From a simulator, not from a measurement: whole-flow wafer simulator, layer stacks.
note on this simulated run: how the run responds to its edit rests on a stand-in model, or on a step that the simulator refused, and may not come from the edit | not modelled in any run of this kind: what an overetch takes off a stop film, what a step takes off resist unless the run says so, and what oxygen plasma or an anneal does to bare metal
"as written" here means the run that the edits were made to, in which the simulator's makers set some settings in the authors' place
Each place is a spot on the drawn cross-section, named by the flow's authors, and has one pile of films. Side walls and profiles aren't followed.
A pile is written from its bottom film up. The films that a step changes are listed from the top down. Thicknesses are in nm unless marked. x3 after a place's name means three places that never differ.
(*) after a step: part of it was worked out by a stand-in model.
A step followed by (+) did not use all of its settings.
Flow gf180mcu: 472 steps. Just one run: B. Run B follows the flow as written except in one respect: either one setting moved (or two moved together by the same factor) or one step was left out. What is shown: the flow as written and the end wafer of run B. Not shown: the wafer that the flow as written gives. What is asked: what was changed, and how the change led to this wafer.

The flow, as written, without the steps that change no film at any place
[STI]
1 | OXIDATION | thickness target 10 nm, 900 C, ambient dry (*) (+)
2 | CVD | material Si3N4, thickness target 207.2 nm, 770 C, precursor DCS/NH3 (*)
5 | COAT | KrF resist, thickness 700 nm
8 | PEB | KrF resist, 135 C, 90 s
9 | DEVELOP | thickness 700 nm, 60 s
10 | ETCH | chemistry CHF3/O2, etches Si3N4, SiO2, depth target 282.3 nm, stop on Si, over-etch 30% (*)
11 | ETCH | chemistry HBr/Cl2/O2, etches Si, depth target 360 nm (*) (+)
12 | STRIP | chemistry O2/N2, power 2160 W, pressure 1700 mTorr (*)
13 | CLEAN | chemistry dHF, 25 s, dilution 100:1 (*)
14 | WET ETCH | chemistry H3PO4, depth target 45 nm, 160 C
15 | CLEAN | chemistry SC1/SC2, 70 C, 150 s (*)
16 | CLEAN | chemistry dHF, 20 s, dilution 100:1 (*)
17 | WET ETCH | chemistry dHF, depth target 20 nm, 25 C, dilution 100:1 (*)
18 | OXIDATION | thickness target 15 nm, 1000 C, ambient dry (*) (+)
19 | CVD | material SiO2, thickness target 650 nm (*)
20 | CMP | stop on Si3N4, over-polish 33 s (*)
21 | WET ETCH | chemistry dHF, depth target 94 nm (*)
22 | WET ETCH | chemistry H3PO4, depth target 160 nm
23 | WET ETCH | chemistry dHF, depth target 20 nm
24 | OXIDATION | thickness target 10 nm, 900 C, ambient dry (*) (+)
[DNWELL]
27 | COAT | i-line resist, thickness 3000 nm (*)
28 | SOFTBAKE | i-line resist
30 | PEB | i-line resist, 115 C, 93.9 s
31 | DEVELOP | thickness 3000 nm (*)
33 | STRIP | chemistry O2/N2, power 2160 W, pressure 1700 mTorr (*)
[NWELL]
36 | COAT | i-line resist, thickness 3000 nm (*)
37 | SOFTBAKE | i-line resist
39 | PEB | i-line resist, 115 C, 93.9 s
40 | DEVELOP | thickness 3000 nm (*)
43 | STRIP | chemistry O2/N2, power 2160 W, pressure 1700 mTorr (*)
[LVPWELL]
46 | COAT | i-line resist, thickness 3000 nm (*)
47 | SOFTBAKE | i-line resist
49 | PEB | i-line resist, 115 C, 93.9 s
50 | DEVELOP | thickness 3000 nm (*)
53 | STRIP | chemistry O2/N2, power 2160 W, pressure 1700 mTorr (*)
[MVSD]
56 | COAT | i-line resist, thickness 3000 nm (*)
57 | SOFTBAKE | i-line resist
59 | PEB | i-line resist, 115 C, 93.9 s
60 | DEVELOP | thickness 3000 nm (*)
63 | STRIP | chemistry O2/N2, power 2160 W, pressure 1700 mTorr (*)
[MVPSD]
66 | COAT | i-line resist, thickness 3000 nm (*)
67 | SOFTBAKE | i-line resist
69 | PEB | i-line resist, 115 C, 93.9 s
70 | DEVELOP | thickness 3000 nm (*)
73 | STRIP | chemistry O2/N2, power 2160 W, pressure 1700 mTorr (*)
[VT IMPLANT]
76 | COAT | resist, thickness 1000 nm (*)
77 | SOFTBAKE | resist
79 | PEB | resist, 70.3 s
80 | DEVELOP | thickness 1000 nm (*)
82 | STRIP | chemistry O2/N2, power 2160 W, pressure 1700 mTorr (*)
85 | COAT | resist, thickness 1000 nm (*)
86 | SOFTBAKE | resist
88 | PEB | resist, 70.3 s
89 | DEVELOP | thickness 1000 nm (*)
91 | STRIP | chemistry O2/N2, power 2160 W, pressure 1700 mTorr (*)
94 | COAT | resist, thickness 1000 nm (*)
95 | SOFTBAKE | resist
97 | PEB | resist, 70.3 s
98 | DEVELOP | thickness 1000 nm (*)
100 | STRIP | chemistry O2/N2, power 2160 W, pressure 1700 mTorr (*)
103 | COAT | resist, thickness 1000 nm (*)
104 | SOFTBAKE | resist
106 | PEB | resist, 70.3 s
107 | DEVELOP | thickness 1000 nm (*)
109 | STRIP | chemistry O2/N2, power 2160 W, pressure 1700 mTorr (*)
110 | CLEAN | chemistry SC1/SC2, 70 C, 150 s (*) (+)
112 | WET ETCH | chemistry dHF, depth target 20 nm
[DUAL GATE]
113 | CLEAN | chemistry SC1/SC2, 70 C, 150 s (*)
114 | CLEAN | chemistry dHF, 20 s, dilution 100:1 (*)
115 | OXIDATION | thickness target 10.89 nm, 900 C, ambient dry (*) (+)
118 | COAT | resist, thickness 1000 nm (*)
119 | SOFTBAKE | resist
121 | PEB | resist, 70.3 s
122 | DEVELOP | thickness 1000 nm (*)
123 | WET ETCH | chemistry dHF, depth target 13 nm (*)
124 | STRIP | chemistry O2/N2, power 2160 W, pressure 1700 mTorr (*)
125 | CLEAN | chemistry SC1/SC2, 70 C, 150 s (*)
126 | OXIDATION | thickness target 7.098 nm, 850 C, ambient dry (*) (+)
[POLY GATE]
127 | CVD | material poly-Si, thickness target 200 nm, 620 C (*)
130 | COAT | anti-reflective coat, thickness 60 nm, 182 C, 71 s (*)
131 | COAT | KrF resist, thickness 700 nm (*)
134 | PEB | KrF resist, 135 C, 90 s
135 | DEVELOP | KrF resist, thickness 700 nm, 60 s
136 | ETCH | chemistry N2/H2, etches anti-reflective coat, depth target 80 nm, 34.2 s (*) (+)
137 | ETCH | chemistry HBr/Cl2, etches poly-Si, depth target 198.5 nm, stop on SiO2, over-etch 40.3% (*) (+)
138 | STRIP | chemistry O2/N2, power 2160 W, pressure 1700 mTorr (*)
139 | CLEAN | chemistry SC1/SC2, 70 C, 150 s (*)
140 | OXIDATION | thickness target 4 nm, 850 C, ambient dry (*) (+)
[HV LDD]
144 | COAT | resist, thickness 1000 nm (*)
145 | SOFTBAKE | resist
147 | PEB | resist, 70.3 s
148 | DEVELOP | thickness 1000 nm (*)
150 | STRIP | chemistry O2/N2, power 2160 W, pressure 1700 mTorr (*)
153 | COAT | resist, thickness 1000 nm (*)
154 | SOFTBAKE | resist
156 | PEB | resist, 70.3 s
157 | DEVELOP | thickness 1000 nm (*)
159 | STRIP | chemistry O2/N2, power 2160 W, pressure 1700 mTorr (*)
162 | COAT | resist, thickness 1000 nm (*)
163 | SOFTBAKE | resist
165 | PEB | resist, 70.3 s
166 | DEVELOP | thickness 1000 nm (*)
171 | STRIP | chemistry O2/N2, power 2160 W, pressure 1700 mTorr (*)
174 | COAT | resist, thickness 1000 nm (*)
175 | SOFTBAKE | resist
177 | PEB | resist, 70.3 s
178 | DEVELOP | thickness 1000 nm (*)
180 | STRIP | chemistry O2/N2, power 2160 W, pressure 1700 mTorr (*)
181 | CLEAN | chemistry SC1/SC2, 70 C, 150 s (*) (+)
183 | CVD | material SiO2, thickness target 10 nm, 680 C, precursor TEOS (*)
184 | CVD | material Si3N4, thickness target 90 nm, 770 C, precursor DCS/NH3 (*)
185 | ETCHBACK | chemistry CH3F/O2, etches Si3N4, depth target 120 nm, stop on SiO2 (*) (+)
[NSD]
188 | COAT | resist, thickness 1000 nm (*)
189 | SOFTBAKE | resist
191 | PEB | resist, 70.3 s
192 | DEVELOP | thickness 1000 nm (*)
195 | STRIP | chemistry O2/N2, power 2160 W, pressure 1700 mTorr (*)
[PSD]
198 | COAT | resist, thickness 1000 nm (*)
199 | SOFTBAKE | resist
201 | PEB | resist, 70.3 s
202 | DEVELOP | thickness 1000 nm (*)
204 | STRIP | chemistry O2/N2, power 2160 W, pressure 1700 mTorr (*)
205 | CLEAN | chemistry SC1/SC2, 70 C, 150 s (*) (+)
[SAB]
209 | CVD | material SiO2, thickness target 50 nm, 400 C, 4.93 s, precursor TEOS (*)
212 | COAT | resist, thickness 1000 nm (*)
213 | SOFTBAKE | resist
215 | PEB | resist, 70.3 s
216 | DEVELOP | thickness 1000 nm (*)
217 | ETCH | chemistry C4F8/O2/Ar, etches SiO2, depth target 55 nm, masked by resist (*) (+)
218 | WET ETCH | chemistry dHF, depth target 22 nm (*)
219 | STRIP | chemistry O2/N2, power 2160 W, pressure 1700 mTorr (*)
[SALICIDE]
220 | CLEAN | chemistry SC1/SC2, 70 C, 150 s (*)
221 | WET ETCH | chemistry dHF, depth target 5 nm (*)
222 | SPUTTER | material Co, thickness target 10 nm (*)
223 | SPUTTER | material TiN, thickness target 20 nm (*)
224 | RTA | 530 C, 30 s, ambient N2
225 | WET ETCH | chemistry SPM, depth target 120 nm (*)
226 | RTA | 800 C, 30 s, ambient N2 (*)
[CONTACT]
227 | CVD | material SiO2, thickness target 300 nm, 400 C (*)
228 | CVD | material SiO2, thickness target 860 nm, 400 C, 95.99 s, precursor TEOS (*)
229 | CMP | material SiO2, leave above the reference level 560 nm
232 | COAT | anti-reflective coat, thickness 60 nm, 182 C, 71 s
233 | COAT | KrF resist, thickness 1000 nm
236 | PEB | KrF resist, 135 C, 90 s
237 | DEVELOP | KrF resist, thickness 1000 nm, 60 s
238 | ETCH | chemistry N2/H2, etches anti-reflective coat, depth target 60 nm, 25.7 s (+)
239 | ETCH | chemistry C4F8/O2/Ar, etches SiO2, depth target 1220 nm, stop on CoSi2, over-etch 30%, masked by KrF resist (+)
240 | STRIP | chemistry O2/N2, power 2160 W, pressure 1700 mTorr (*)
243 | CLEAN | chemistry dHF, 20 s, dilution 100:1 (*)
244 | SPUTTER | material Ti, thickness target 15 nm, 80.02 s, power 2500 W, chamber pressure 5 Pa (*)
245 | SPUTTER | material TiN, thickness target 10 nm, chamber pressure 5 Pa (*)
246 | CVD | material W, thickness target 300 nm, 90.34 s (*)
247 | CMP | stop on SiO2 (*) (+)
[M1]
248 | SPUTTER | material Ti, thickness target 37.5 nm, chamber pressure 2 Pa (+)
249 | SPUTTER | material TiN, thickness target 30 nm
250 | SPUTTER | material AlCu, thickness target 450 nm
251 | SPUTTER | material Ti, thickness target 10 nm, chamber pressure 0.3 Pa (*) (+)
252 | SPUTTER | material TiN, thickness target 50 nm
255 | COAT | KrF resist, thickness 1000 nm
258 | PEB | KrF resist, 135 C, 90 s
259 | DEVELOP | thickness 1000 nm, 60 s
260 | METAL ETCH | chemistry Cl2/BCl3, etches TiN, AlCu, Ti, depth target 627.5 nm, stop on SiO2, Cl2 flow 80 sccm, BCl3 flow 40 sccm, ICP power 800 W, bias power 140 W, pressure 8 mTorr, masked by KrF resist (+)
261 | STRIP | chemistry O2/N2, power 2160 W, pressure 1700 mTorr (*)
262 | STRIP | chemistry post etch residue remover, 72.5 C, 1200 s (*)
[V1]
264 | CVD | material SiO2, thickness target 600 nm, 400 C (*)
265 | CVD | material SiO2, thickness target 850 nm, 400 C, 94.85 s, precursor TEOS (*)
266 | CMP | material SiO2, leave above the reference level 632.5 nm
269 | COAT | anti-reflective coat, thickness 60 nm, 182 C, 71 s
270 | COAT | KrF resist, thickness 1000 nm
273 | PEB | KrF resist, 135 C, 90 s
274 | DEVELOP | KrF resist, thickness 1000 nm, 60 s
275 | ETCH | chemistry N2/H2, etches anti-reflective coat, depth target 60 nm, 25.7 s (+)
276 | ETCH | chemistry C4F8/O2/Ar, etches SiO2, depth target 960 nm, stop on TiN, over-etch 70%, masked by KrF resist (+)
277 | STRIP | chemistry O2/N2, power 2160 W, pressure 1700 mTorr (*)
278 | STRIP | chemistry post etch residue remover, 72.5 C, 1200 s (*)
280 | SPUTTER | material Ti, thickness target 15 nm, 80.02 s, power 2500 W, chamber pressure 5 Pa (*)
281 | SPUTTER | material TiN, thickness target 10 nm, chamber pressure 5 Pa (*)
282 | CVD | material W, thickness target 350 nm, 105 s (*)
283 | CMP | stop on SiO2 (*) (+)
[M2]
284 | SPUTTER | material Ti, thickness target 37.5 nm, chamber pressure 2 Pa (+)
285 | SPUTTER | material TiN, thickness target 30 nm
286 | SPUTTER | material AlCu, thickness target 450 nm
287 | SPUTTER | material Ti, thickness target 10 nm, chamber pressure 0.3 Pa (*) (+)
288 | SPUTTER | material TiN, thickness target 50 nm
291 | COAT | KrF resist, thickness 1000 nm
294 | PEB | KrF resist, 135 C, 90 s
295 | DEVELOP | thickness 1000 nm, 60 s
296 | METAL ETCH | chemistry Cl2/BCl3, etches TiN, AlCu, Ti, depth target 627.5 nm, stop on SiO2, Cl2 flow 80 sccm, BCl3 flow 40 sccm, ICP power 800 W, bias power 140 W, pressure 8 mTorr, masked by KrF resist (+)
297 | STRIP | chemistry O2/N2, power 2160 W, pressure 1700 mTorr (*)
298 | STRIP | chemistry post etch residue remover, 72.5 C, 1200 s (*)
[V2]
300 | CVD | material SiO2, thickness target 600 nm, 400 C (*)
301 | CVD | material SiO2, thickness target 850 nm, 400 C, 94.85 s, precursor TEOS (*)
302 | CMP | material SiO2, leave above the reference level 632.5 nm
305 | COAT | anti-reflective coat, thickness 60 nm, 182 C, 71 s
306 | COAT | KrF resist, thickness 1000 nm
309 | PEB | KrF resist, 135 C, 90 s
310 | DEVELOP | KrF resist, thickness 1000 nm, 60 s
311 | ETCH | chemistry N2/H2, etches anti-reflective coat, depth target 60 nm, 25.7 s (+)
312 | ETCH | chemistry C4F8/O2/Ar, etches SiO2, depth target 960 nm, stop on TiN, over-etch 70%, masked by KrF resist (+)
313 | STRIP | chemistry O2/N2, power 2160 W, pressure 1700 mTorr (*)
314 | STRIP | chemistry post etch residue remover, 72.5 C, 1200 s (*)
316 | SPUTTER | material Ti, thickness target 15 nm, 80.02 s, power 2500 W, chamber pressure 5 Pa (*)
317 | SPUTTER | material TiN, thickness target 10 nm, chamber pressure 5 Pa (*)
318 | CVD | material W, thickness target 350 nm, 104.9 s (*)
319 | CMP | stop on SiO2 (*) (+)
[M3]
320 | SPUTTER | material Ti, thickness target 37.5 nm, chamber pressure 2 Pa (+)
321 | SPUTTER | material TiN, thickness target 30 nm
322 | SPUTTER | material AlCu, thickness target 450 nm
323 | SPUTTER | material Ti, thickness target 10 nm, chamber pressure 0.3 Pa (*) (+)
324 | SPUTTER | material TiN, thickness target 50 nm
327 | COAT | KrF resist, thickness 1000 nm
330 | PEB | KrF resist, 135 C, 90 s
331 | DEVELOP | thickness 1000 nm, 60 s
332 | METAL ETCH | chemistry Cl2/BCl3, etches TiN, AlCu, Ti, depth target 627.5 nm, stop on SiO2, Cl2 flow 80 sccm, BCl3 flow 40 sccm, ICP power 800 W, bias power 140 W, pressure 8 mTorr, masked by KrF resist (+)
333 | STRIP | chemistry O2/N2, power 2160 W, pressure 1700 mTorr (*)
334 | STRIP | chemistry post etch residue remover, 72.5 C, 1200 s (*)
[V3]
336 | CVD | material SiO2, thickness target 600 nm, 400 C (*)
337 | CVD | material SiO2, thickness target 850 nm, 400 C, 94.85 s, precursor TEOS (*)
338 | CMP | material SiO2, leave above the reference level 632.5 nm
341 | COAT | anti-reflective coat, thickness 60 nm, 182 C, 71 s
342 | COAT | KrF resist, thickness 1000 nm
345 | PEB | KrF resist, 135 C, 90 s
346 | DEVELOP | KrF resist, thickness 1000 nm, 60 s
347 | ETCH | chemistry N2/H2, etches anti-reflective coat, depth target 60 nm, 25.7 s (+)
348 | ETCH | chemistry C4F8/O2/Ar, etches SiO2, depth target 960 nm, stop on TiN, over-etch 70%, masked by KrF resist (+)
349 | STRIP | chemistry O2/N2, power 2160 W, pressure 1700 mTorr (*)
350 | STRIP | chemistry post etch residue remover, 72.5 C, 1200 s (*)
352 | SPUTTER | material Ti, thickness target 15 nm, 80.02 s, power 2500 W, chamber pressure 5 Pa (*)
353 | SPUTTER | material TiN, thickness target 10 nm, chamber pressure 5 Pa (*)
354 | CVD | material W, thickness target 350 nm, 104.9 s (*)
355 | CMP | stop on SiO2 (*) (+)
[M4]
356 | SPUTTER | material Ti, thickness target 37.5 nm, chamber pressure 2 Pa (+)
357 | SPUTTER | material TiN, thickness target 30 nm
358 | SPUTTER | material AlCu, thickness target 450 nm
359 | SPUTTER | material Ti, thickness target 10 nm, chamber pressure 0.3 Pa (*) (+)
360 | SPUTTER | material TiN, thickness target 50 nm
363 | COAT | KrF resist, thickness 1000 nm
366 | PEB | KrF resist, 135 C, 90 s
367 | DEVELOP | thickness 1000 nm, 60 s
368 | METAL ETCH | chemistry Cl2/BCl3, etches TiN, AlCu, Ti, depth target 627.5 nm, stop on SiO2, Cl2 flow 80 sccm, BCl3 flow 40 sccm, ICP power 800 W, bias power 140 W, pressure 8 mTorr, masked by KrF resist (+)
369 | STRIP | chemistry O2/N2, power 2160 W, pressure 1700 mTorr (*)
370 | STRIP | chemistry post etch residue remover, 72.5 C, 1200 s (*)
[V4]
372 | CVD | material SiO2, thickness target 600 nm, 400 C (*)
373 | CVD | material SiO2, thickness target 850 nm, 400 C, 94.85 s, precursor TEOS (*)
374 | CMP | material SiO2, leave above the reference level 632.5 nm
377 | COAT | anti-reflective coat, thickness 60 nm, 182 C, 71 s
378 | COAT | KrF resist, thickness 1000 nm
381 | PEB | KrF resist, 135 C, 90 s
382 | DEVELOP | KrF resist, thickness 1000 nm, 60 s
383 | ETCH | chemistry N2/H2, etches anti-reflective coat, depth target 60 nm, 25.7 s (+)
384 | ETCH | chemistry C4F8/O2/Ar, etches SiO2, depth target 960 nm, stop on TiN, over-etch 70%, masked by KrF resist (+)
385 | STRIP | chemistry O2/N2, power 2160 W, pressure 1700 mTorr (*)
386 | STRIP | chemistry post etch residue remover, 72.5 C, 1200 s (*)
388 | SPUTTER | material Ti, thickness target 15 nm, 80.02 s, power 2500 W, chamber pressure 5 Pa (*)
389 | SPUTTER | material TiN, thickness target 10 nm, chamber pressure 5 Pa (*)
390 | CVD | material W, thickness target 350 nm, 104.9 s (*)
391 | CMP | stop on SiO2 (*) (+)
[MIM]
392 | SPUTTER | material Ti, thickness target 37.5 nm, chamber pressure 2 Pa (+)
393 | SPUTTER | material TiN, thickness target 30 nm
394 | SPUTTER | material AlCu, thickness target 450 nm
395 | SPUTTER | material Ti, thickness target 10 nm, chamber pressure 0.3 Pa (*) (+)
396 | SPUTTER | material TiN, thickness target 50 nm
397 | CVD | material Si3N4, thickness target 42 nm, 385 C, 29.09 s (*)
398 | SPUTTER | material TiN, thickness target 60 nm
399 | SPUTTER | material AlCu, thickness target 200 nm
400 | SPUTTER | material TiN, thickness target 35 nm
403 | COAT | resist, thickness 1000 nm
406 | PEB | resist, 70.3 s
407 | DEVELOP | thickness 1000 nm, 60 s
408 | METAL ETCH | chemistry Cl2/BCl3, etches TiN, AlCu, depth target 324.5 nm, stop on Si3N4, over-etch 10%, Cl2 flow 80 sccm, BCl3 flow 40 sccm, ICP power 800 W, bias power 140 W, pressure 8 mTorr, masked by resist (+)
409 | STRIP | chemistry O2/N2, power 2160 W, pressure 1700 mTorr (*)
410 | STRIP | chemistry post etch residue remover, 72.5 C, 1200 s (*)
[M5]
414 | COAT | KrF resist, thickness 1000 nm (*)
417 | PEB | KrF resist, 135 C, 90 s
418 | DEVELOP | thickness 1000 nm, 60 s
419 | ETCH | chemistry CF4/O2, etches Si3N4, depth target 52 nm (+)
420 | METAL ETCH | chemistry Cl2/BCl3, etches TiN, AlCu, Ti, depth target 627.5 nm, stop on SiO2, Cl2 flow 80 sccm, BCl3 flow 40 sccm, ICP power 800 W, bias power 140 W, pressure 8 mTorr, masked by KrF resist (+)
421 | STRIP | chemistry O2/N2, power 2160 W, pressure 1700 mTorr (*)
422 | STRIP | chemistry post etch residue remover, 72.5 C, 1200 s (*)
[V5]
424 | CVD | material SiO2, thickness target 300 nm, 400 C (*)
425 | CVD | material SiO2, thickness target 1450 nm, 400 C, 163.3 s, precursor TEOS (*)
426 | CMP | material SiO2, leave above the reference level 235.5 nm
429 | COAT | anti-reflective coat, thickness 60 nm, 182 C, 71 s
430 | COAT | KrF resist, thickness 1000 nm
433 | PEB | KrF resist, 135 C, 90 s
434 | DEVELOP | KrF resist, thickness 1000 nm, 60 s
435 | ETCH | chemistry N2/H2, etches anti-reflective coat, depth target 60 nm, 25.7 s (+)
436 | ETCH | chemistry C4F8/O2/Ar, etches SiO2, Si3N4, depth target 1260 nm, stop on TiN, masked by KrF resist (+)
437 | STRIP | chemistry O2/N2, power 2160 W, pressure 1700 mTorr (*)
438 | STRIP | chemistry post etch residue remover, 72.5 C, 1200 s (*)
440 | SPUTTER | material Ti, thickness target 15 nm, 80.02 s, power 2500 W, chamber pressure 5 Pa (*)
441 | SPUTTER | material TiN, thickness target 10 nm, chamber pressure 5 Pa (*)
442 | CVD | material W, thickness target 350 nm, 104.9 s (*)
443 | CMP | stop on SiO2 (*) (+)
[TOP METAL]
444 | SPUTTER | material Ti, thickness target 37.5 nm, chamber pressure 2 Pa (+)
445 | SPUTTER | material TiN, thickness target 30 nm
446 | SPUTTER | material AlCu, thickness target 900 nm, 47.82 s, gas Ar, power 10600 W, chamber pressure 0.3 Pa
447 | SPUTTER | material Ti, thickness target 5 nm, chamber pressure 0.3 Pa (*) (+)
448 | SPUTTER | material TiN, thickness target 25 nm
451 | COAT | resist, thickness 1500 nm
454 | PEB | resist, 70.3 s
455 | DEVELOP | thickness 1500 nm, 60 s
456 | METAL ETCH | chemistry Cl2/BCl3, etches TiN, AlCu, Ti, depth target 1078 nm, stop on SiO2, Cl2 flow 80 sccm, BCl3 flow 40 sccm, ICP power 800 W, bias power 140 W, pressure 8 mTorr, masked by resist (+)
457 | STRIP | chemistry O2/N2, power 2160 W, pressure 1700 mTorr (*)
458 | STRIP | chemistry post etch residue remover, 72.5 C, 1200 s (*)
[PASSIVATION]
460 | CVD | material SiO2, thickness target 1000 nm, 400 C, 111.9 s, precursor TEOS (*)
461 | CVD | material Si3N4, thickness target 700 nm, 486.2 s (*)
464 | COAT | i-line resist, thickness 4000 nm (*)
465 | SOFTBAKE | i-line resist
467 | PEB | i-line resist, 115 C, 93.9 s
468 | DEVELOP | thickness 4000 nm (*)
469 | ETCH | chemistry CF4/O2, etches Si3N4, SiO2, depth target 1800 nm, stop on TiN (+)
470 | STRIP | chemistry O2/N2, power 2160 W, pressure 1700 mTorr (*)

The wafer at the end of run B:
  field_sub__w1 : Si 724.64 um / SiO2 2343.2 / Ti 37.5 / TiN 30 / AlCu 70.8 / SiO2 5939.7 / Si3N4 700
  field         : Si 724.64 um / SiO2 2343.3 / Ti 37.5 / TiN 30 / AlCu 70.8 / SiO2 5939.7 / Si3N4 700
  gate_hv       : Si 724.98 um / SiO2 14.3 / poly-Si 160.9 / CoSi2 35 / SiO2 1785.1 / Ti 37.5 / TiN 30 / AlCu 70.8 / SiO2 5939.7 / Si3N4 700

Cause: step 286, SPUTTER: thickness target 644 nm was run, whereas the flow has thickness target 450 nm.

Step by step, how the change led to this:
  286 | SPUTTER | material AlCu, thickness target 450 nm
      field, field__w1, field__w2 and 108 more: AlCu gains 644 (new film) (as written it would have been: AlCu gains 450 (new film))
  296 | METAL ETCH | chemistry Cl2/BCl3, etches TiN, AlCu, Ti, depth target 627.5 nm, stop on SiO2, Cl2 flow 80 sccm, BCl3 flow 40 sccm, ICP power 800 W, bias power 140 W, pressure 8 mTorr, masked by KrF resist (+)
      field, field__w1, field__w2 and 103 more: TiN loses 50 (all of it), Ti loses 10 (all of it), AlCu loses 567.5 (as written it would have been: TiN loses 50 (all of it), Ti loses 10 (all of it), AlCu loses 450 (all of it), TiN loses 30 (all of it), Ti loses 37.5 (all of it))
  298 | STRIP | chemistry post etch residue remover, 72.5 C, 1200 s (*)
      field, field__w1, field__w2 and 103 more: AlCu loses 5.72 (as written it would have been: nothing)
  300 | CVD | material SiO2, thickness target 600 nm, 400 C (*)
      field, field__w1, field__w2 and 103 more: SiO2 gains 600 (new film) (as written it would have been: SiO2 gains 600)
  302 | CMP | material SiO2, leave above the reference level 632.5 nm
      field, field__w1, field__w2 and 103 more: SiO2 loses 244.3 (as written it would have been: SiO2 loses 300)
If metal films that touch count as one body, field_sub__w1 has 1 body; the flow as written gives 0 bodies.
If metal films that touch count as one body, field has 1 body; the flow as written gives 0 bodies.
If metal films that touch count as one body, gate_hv has 2 bodies (between them, from the top down: SiO2 1785.1); the flow as written gives 1 body.
